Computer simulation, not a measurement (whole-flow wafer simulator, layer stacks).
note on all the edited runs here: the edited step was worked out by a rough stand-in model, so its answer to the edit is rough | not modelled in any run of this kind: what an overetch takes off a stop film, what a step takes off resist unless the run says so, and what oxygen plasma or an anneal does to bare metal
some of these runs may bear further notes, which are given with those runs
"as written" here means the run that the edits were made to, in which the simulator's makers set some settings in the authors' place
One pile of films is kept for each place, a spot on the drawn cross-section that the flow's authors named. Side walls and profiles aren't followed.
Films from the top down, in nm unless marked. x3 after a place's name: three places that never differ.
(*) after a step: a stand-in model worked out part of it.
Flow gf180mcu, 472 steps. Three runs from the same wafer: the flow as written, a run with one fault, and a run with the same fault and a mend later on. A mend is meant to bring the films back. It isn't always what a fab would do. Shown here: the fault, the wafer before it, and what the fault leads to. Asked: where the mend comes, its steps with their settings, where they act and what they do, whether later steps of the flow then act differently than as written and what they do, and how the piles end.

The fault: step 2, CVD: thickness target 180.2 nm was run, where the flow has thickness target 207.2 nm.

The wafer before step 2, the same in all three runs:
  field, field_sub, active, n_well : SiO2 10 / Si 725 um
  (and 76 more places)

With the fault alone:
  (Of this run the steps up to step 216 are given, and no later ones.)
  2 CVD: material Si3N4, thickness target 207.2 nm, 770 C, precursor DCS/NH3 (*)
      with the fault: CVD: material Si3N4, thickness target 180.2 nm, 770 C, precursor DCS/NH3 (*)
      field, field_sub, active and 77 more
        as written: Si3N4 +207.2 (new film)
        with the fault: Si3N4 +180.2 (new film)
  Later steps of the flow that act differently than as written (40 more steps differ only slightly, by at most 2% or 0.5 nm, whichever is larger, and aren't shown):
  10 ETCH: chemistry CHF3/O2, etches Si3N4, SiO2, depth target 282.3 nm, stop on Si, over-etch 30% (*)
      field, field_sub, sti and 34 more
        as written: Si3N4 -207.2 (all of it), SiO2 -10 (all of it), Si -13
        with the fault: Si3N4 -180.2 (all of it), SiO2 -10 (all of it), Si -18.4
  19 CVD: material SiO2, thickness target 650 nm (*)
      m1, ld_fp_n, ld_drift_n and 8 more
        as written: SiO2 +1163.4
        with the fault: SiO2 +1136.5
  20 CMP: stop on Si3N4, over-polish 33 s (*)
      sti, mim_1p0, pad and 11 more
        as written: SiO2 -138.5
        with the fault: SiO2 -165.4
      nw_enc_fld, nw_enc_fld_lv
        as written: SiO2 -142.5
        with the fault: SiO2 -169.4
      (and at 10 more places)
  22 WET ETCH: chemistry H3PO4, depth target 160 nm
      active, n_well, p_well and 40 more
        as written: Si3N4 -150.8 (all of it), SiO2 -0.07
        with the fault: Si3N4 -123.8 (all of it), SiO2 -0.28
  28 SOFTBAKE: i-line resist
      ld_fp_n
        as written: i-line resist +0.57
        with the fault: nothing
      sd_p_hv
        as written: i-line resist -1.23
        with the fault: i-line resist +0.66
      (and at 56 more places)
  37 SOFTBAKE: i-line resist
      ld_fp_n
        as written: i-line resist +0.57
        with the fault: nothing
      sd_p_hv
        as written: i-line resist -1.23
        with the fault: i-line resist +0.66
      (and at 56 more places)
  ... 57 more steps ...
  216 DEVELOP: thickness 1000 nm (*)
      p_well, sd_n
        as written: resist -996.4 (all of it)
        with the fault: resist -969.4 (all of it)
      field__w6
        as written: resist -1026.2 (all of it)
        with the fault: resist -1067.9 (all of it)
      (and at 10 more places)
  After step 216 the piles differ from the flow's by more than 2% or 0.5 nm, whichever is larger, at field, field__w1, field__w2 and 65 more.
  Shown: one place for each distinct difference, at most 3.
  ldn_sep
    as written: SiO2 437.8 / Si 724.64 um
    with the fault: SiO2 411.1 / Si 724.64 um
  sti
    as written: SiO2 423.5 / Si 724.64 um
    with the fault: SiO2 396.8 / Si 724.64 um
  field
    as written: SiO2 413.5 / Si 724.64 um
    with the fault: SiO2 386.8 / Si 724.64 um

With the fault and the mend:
  The mend comes after step 9.
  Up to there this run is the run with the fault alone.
  9a STRIP: chemistry O2/N2, power 2160 W, pressure 1700 mTorr (*)
      active, n_well, p_well and 40 more
        KrF resist -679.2 (all of it)
  9b CVD: material Si3N4, thickness target 26.93 nm, 770 C, precursor DCS/NH3 (*) (the flow's step 2 once more, with other settings)
      field, field_sub, active and 77 more
        Si3N4 +26.9
  9c HMDS: 120 C, 60 s (the flow's step 4 once more)
      changes no film at any place that is followed
  9d COAT: KrF resist, thickness 700 nm (the flow's step 5 once more)
      field, field_sub, active and 77 more
        KrF resist +700 (new film)
  9e SOFTBAKE: KrF resist (the flow's step 6 once more)
      changes no film at any place that is followed
  9f EXPOSE: photomask COMP (the flow's step 7 once more)
      changes no film at any place that is followed
  9g PEB: KrF resist, 135 C, 90 s (the flow's step 8 once more)
      field, field_sub, active and 77 more
        KrF resist -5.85
  9h DEVELOP: thickness 700 nm, 60 s (the flow's step 9 once more)
      active, n_well, p_well and 40 more
        KrF resist -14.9
      field, field_sub, sti and 34 more
        KrF resist -694.2 (all of it)
  No later step of the flow acts differently than as written, at any place that is followed, by more than 2% or 0.5 nm, whichever is larger.
  At the end the piles are the same as the flow's at every place that both follow.
